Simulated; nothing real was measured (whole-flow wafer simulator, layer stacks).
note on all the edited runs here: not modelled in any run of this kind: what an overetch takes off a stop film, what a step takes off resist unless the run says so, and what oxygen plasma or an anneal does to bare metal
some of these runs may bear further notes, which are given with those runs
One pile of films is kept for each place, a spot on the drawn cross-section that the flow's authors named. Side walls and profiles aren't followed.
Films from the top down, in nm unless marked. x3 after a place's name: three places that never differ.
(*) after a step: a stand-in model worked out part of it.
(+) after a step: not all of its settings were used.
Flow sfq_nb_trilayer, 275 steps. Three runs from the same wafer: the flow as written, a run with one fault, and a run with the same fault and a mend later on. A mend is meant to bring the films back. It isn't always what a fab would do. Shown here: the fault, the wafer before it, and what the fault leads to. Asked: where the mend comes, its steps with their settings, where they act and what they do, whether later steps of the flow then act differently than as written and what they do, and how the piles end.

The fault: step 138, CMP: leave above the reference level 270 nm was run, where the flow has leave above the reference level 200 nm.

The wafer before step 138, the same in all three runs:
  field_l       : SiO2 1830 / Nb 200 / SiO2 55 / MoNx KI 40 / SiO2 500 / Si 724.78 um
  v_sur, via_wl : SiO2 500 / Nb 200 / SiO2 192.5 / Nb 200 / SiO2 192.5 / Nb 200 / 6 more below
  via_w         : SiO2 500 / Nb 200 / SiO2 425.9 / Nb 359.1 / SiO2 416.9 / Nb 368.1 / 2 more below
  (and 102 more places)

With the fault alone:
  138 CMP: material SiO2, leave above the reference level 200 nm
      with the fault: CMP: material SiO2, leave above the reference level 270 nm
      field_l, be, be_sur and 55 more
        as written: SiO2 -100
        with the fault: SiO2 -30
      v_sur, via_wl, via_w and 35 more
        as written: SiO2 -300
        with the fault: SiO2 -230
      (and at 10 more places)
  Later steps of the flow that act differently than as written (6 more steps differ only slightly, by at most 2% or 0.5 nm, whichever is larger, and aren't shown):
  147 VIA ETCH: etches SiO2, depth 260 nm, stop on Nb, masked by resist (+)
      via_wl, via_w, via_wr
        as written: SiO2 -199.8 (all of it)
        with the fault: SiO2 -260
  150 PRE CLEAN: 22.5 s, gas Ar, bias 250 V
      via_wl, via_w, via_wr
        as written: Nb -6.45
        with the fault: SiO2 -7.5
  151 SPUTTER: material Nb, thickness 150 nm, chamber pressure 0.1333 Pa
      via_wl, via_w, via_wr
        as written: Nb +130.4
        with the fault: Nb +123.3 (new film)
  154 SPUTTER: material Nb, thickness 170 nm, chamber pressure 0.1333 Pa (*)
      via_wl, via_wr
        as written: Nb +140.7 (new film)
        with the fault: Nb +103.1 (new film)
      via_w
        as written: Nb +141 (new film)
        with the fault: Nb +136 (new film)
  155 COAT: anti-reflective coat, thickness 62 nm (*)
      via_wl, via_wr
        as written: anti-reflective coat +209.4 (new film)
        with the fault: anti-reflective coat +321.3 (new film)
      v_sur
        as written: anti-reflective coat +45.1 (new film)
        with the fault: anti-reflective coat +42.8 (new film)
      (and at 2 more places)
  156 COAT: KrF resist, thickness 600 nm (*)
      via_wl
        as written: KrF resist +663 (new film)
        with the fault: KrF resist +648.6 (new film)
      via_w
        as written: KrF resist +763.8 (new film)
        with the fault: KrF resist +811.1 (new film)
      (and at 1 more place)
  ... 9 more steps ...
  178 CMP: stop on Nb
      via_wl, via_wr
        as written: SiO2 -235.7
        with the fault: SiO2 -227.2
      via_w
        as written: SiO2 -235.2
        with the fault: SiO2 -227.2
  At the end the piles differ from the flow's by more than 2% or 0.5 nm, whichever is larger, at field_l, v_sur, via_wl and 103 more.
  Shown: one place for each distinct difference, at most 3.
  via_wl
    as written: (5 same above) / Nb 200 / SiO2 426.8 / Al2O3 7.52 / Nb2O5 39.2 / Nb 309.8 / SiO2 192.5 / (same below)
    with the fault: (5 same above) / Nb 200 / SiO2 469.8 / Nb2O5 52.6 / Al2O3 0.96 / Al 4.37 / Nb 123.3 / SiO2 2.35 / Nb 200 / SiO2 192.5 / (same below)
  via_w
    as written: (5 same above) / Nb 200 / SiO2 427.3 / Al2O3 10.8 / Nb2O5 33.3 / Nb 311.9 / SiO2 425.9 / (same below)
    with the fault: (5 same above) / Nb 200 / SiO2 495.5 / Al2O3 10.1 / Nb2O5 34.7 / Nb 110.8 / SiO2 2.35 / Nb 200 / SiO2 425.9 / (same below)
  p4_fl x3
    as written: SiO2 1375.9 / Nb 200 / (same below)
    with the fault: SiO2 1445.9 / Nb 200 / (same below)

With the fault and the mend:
  The mend comes after step 145.
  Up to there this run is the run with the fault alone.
  145a STRIP: over-ash 65%, gas O2, power 200 W (*)
      field_l, v_sur, via_sp and 100 more
        KrF resist -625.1 (all of it), anti-reflective coat -62 (all of it)
      via_wl, via_w, via_wr
        anti-reflective coat -62 (all of it)
  145b CMP: material SiO2, leave above the reference level 200 nm (the flow's step 138 once more)
      field_l, v_sur, via_wl and 103 more
        SiO2 -70
  145c COAT: anti-reflective coat, thickness 62 nm (the flow's step 140 once more)
      field_l, v_sur, via_wl and 103 more
        anti-reflective coat +62 (new film)
  145d COAT: KrF resist, thickness 650 nm (the flow's step 141 once more)
      field_l, v_sur, via_wl and 103 more
        KrF resist +650 (new film)
  145e SOFTBAKE: KrF resist (the flow's step 142 once more)
      changes no film at any place that is followed
  145f EXPOSE: photomask I4, dose 11.93 mJ/cm2, NA 0.6, wavelength 248 nm (*) (the flow's step 143 once more)
      changes no film at any place that is followed
  145g PEB: KrF resist, 90 s (the flow's step 144 once more)
      field_l, v_sur, via_wl and 103 more
        KrF resist -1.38
  145h DEVELOP: KrF resist, thickness 650 nm, 60 s (the flow's step 145 once more)
      field_l, v_sur, via_sp and 100 more
        KrF resist -23.5
      via_wl, via_w, via_wr
        KrF resist -648.6 (all of it)
  No later step of the flow acts differently than as written at any place that is followed.
  At the end the piles are the same as the flow's at every place that both follow.
